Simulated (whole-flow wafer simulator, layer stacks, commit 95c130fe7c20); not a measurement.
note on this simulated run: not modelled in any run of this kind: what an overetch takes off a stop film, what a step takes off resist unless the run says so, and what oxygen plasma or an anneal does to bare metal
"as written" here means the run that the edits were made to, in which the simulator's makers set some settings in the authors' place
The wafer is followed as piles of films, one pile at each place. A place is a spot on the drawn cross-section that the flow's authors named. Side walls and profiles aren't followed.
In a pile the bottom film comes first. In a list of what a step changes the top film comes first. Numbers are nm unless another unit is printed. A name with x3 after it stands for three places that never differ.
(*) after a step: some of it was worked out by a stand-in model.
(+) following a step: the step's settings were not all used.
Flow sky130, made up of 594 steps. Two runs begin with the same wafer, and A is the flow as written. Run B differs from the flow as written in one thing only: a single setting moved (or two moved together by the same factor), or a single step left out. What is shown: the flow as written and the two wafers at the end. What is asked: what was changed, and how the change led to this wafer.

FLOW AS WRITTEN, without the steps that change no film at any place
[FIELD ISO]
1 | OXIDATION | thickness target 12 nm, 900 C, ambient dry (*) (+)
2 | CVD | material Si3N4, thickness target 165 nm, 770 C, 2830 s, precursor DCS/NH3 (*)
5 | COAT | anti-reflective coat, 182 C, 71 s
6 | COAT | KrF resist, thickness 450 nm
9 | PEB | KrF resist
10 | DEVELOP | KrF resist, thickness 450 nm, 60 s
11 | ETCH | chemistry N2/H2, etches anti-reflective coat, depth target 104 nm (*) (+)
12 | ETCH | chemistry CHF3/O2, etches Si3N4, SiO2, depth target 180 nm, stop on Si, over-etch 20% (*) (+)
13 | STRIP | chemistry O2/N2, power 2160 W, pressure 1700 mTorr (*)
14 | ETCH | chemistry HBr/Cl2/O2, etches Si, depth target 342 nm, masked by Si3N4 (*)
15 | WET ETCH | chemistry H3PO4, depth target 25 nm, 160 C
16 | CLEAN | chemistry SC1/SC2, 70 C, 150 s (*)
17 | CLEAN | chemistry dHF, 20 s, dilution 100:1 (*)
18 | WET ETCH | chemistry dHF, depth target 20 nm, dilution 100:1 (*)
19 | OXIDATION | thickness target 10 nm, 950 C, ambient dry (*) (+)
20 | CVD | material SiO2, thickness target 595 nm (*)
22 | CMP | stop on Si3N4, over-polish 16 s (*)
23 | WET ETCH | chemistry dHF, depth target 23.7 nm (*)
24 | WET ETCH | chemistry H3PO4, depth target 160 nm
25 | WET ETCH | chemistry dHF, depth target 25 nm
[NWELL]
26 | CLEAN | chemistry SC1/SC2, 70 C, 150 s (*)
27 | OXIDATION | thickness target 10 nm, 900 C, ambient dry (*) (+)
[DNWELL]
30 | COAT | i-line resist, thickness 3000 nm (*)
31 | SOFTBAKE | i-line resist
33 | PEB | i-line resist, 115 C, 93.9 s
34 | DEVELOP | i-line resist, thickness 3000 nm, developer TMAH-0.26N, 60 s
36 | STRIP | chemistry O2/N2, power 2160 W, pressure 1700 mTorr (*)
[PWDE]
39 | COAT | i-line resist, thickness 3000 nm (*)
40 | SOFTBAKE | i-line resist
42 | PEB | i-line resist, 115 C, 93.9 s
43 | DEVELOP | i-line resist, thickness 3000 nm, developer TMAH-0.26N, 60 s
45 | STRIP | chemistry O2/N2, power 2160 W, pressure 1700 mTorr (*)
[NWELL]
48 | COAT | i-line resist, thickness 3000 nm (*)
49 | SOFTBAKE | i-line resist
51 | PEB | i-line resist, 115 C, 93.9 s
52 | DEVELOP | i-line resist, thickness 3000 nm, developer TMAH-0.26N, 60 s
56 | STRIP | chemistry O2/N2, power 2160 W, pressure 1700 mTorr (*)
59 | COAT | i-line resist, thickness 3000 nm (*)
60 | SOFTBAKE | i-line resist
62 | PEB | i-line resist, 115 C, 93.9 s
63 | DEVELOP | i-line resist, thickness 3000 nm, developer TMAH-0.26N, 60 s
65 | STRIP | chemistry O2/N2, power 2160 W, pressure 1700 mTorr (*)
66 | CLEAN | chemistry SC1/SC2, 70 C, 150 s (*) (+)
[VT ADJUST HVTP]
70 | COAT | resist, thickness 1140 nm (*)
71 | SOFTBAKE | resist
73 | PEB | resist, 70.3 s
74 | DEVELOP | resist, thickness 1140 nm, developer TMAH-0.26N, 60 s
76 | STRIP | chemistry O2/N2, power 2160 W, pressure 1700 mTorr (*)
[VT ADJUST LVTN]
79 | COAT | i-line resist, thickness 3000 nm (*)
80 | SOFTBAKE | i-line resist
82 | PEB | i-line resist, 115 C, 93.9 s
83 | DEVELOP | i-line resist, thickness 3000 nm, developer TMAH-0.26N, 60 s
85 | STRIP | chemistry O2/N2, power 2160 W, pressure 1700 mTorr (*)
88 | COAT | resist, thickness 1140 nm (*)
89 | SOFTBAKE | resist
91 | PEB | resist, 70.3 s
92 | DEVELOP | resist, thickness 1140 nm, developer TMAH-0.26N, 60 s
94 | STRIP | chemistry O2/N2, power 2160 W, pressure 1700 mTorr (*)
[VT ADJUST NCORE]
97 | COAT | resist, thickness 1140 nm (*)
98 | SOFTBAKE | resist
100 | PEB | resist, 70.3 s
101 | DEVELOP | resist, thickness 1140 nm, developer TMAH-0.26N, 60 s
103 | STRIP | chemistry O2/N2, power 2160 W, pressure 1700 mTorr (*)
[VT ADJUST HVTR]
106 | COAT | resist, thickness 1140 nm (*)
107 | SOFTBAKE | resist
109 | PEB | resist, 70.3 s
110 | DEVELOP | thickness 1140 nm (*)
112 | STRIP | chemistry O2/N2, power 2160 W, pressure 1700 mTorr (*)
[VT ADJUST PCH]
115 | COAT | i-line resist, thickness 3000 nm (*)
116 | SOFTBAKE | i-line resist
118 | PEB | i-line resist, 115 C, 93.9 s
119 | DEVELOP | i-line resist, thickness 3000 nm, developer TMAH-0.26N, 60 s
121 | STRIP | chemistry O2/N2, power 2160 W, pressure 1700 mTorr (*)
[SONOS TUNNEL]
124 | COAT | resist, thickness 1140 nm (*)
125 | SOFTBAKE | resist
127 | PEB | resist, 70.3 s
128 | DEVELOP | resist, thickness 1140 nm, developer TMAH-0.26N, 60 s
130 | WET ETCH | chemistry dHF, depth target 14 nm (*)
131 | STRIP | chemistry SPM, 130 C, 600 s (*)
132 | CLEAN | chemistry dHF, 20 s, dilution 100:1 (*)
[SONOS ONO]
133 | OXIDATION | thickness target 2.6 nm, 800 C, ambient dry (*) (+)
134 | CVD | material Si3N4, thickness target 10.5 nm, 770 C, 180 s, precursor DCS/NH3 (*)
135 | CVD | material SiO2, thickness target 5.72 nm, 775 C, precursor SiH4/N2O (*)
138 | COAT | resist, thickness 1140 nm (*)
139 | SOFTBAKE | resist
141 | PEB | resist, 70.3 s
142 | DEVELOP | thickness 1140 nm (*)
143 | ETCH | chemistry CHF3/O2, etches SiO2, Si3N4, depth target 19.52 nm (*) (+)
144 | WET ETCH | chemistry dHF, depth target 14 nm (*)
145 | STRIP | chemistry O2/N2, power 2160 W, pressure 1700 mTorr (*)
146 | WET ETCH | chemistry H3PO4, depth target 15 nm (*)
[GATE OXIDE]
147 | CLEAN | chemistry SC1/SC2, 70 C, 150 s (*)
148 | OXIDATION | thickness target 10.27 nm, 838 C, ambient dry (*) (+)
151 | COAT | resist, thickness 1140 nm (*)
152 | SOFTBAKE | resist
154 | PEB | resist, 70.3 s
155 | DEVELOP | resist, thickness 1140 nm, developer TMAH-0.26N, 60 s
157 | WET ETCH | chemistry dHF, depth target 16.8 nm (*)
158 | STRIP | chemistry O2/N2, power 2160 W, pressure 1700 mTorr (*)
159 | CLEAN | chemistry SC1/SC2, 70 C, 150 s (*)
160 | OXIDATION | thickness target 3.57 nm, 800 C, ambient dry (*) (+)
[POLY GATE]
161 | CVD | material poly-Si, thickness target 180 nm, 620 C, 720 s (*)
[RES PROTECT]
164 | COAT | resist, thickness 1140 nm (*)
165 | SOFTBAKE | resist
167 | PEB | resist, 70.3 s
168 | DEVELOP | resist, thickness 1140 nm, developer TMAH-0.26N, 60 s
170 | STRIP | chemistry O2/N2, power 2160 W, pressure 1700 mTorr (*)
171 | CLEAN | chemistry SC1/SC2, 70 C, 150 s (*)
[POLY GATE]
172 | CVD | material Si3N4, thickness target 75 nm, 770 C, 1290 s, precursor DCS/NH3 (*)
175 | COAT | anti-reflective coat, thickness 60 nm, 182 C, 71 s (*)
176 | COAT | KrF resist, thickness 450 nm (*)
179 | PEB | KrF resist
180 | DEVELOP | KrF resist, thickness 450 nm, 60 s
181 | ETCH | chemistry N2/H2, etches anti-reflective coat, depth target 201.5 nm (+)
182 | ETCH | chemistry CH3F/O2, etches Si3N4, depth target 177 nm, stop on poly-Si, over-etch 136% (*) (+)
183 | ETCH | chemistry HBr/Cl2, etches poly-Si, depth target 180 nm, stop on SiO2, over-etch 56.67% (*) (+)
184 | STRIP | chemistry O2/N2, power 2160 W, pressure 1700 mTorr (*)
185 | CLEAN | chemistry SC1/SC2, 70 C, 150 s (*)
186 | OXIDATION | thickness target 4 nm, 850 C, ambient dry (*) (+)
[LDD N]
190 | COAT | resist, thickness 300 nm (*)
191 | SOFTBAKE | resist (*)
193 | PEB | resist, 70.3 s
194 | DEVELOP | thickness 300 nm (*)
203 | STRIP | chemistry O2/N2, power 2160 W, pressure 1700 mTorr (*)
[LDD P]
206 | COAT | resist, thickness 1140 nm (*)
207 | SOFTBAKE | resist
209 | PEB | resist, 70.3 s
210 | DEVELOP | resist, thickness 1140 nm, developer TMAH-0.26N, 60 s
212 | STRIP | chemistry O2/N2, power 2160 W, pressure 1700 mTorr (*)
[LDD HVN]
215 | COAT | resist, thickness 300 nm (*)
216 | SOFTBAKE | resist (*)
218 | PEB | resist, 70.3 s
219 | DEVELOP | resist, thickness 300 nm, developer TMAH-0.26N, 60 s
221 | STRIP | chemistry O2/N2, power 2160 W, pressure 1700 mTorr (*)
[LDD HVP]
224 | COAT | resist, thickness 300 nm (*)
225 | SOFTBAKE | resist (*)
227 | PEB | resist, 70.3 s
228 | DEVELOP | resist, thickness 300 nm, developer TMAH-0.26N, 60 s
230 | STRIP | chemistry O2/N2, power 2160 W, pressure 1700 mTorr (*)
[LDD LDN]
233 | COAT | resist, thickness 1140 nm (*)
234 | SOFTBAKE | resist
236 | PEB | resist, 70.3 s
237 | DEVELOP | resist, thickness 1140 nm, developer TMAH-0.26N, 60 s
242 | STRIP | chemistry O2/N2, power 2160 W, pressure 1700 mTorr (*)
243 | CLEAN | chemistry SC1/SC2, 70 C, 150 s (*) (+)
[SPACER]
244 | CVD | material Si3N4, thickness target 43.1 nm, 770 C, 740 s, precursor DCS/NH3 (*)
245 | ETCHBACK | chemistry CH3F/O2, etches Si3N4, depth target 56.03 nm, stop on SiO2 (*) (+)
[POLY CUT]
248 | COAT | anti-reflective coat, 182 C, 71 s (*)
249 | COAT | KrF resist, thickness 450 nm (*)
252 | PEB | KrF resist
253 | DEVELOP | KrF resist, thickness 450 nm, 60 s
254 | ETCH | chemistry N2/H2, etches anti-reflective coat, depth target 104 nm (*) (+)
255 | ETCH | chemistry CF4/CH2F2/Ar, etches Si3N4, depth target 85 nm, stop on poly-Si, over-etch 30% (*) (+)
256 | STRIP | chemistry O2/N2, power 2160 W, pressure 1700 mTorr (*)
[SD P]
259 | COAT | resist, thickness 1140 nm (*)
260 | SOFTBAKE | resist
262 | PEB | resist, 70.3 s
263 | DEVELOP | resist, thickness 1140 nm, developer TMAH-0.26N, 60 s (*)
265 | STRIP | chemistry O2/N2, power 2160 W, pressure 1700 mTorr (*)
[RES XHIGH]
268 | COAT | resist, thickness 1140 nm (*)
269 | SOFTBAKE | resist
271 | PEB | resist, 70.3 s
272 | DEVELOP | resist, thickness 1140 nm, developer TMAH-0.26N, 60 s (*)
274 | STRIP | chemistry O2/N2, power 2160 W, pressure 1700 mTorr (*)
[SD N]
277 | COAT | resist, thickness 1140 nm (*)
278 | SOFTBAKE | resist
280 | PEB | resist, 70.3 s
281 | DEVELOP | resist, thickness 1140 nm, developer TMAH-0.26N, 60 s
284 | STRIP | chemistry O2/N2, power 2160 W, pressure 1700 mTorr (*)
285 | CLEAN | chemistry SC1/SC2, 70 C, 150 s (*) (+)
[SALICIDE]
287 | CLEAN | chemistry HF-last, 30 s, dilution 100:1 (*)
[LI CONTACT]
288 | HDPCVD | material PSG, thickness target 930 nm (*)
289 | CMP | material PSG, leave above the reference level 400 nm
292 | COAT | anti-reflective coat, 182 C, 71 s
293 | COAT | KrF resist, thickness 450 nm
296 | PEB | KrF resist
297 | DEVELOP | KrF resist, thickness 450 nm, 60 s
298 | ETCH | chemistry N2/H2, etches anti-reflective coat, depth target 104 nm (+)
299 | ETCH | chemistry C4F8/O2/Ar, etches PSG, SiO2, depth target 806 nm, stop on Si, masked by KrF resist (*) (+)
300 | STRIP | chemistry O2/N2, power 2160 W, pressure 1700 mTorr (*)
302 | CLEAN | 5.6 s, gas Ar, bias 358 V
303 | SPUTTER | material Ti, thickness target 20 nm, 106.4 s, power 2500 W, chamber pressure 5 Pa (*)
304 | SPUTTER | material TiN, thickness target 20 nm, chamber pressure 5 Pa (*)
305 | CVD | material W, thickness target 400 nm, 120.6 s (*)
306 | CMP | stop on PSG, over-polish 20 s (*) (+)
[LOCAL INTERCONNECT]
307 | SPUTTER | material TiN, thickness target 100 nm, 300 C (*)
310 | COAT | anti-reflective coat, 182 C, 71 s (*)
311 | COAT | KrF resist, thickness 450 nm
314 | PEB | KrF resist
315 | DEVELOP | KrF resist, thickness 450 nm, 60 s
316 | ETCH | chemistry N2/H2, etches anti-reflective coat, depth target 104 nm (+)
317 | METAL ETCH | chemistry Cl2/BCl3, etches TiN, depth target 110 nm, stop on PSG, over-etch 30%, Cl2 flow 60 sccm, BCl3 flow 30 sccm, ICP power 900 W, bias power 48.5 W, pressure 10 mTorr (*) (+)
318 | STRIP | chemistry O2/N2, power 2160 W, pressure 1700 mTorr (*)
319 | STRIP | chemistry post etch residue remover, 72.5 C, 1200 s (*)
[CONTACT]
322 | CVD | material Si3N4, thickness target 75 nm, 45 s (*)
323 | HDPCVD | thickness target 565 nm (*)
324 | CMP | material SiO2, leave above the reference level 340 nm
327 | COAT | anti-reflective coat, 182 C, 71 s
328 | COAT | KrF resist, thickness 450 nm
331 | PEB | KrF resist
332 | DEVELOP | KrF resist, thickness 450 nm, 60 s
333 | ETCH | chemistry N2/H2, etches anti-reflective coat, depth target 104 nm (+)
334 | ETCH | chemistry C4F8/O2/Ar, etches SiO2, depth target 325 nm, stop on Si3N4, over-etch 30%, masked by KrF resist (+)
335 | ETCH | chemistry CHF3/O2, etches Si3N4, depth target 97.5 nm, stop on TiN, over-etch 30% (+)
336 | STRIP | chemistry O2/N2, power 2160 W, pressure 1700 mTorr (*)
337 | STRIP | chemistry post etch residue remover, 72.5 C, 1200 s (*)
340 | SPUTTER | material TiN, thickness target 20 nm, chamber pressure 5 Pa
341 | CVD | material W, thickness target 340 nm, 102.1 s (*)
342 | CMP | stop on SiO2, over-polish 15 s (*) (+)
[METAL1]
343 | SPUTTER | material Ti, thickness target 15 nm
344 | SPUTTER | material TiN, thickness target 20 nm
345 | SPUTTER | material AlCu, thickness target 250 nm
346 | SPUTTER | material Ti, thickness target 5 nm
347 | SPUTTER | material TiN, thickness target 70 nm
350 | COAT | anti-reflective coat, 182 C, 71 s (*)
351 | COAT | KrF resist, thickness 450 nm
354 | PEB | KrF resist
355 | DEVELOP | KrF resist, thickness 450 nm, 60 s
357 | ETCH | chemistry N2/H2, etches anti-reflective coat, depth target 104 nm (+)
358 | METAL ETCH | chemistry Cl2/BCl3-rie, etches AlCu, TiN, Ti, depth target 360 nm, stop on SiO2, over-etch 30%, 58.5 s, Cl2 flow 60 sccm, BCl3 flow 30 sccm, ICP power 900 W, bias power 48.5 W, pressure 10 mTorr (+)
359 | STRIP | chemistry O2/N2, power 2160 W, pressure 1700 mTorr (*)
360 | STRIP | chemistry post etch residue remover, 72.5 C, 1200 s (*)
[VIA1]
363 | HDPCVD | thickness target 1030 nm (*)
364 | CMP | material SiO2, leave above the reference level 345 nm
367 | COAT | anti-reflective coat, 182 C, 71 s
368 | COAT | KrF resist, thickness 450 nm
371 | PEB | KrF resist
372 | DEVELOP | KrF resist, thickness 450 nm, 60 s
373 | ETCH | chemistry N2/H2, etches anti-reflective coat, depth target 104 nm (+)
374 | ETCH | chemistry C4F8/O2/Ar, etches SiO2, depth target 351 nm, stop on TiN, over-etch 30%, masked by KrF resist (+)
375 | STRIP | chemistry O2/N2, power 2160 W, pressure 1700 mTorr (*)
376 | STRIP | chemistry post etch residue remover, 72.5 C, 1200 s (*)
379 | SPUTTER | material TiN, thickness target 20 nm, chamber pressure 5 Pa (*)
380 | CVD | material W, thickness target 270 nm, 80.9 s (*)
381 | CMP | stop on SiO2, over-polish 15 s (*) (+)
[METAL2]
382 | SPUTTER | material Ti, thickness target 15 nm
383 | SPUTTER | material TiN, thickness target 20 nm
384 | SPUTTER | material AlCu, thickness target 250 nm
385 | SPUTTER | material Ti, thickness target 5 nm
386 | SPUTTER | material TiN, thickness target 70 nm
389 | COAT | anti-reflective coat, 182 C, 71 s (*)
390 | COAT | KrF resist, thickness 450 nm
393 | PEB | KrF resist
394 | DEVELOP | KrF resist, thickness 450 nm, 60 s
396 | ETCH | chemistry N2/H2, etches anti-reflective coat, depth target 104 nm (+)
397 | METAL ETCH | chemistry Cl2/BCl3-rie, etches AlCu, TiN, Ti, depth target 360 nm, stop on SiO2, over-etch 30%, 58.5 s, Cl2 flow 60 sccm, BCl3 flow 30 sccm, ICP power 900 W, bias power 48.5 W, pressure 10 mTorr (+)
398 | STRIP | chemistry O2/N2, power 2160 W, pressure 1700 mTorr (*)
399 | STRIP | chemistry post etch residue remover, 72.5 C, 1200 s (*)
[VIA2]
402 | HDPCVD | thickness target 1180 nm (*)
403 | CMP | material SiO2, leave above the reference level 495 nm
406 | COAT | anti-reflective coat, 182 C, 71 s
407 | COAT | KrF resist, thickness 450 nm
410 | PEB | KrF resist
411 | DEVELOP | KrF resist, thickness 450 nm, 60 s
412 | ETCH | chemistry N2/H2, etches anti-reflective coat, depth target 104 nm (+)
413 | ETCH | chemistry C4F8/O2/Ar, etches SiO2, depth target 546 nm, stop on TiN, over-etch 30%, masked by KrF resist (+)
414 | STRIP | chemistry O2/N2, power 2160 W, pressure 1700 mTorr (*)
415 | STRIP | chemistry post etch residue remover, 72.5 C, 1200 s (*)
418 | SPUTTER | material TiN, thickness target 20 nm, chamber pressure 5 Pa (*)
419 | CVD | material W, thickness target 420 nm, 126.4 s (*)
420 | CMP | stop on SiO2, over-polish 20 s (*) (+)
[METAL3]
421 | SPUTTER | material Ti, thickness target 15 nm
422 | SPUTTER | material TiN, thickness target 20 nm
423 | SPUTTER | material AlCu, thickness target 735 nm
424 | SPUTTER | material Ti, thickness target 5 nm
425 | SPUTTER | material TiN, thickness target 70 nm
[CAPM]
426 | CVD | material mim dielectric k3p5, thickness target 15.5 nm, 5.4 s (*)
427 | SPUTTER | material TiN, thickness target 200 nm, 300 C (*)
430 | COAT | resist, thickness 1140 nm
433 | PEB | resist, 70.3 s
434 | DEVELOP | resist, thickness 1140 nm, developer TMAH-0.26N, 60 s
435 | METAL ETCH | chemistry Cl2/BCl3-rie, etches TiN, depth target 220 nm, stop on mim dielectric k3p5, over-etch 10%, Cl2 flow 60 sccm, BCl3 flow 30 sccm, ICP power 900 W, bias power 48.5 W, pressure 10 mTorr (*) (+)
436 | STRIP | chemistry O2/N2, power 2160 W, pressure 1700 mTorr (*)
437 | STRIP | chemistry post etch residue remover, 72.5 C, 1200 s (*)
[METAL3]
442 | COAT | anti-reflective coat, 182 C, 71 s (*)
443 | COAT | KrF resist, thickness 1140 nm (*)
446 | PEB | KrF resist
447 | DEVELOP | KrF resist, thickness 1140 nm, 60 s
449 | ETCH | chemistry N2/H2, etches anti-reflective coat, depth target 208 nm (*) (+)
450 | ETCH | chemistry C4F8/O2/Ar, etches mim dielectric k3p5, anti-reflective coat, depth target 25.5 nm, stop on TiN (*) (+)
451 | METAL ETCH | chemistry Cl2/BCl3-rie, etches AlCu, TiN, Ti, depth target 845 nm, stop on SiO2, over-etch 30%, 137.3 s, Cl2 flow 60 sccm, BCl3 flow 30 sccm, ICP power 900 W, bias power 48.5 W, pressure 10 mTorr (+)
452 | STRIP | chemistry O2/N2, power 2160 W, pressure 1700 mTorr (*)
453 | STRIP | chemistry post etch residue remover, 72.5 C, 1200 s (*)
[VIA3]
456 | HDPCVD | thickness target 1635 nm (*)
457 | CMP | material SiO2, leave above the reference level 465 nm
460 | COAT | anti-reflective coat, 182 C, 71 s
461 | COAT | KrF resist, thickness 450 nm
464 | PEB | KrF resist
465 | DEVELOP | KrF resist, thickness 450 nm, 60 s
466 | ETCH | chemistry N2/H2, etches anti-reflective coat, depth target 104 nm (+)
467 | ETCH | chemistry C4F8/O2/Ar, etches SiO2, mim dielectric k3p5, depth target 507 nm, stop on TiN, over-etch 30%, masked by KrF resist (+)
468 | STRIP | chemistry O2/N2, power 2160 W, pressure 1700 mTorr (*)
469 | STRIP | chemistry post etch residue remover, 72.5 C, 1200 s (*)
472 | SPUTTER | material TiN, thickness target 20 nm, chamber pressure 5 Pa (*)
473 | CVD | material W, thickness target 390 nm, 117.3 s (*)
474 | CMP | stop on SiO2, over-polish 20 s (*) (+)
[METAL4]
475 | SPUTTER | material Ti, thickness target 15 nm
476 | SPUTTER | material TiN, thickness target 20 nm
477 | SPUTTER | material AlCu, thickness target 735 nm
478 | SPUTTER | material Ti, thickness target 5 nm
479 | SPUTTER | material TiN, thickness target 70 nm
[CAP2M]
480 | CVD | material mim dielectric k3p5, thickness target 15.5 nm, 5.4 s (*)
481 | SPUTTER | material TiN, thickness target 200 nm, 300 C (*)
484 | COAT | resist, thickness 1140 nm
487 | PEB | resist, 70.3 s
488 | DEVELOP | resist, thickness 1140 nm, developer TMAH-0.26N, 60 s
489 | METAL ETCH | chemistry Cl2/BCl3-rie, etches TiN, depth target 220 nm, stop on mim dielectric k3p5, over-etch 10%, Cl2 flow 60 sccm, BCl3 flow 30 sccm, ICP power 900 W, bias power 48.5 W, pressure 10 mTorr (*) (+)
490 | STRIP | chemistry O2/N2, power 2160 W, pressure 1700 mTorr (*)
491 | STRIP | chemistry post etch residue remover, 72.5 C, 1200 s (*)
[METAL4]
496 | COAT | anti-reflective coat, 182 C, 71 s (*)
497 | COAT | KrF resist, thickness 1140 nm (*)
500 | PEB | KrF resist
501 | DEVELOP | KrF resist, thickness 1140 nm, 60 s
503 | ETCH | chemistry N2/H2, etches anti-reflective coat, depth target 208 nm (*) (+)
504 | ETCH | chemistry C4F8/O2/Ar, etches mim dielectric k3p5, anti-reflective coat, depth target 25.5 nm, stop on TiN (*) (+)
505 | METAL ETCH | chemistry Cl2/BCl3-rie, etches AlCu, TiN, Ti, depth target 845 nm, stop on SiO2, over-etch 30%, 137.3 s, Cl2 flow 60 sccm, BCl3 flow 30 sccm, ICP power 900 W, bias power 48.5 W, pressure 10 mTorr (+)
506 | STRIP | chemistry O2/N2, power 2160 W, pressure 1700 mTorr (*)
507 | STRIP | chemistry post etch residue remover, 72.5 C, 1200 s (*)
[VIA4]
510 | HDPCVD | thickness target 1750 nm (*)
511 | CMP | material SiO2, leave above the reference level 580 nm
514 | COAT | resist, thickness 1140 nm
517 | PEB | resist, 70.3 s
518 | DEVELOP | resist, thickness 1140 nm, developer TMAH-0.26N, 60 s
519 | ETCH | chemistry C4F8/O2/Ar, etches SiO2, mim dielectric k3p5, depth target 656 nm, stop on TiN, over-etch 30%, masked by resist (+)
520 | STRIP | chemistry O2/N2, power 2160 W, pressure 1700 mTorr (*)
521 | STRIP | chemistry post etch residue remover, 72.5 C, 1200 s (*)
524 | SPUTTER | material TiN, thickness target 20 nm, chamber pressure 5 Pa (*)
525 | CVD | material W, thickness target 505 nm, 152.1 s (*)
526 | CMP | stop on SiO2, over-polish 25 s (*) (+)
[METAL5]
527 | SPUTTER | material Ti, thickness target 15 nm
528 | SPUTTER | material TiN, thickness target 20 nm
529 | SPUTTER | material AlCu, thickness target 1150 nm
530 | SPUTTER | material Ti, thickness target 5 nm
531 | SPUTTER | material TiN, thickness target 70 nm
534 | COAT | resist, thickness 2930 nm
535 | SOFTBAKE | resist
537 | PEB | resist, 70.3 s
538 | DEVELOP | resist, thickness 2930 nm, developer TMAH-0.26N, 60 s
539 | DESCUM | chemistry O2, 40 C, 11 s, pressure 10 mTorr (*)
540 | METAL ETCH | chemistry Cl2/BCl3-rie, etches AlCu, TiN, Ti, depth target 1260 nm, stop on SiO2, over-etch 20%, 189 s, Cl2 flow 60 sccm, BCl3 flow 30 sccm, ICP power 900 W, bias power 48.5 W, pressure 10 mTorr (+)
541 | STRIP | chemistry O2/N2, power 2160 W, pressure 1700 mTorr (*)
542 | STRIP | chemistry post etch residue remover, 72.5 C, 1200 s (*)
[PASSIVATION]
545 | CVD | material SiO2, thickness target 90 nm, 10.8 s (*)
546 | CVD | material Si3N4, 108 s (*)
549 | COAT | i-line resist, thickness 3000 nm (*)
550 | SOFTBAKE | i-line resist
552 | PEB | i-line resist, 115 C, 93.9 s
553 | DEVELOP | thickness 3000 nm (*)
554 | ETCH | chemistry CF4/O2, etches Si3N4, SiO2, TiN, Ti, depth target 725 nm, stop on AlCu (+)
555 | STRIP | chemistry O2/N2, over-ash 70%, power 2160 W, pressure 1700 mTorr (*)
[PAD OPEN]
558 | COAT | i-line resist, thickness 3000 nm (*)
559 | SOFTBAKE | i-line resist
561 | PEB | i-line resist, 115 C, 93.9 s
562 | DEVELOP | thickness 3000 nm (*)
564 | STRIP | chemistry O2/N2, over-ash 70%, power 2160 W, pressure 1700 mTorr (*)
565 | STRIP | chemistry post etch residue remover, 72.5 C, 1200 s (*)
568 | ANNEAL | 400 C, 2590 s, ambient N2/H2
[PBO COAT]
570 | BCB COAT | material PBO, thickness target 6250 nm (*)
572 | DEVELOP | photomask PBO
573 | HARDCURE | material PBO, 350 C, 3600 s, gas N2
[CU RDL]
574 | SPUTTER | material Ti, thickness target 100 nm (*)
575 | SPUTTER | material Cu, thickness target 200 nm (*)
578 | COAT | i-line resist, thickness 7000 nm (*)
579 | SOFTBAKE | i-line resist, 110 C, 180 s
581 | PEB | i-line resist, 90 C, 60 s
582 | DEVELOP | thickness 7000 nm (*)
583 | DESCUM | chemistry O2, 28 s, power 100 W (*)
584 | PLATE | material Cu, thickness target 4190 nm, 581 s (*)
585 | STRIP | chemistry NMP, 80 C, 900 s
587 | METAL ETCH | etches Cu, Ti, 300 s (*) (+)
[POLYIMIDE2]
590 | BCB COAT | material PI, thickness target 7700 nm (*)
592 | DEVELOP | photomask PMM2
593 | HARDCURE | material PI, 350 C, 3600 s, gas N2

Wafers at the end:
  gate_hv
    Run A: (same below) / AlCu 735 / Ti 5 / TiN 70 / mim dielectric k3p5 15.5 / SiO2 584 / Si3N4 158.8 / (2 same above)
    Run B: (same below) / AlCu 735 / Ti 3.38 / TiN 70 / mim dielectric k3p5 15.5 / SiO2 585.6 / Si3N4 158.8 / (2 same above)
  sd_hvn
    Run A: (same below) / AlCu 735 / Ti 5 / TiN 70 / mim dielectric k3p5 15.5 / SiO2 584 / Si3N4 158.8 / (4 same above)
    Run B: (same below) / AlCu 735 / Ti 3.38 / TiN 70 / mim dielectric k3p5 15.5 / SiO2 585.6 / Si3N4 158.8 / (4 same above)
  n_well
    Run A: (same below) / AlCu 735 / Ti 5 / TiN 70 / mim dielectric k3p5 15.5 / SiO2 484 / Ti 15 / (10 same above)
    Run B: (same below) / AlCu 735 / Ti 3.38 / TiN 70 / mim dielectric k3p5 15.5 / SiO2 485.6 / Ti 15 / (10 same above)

Cause: step 478, SPUTTER: thickness target 3.38 nm was run, whereas the flow has thickness target 5 nm.
The wafer itself shows it: gate_hv has Ti 3.38, and step 478 as written asks for 5 nm.

How this came from the change, step by step:
  478 | SPUTTER | material Ti, thickness target 5 nm
      field, active, n_well and 189 more: A Ti gains 5 (new film) | B Ti gains 3.38 (new film)
  505 | METAL ETCH | chemistry Cl2/BCl3-rie, etches AlCu, TiN, Ti, depth target 845 nm, stop on SiO2, over-etch 30%, 137.3 s, Cl2 flow 60 sccm, BCl3 flow 30 sccm, ICP power 900 W, bias power 48.5 W, pressure 10 mTorr (+)
      field, gate, spacer and 68 more: A TiN loses 70 (all of it), Ti loses 5 (all of it), AlCu loses 735 (all of it), TiN loses 20 (all of it), Ti loses 15 (all of it), SiO2 loses 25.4 | B TiN loses 70 (all of it), Ti loses 3.38 (all of it), AlCu loses 735 (all of it), TiN loses 20 (all of it), Ti loses 15 (all of it), SiO2 loses 25.5
      active, vpp_iso1, mim_edge_plate and 14 more: A TiN loses 70 (all of it), Ti loses 5 (all of it), AlCu loses 735 (all of it), TiN loses 20 (all of it), Ti loses 15 (all of it), SiO2 loses 25.3 | B TiN loses 70 (all of it), Ti loses 3.38 (all of it), AlCu loses 735 (all of it), TiN loses 20 (all of it), Ti loses 15 (all of it), SiO2 loses 25.5
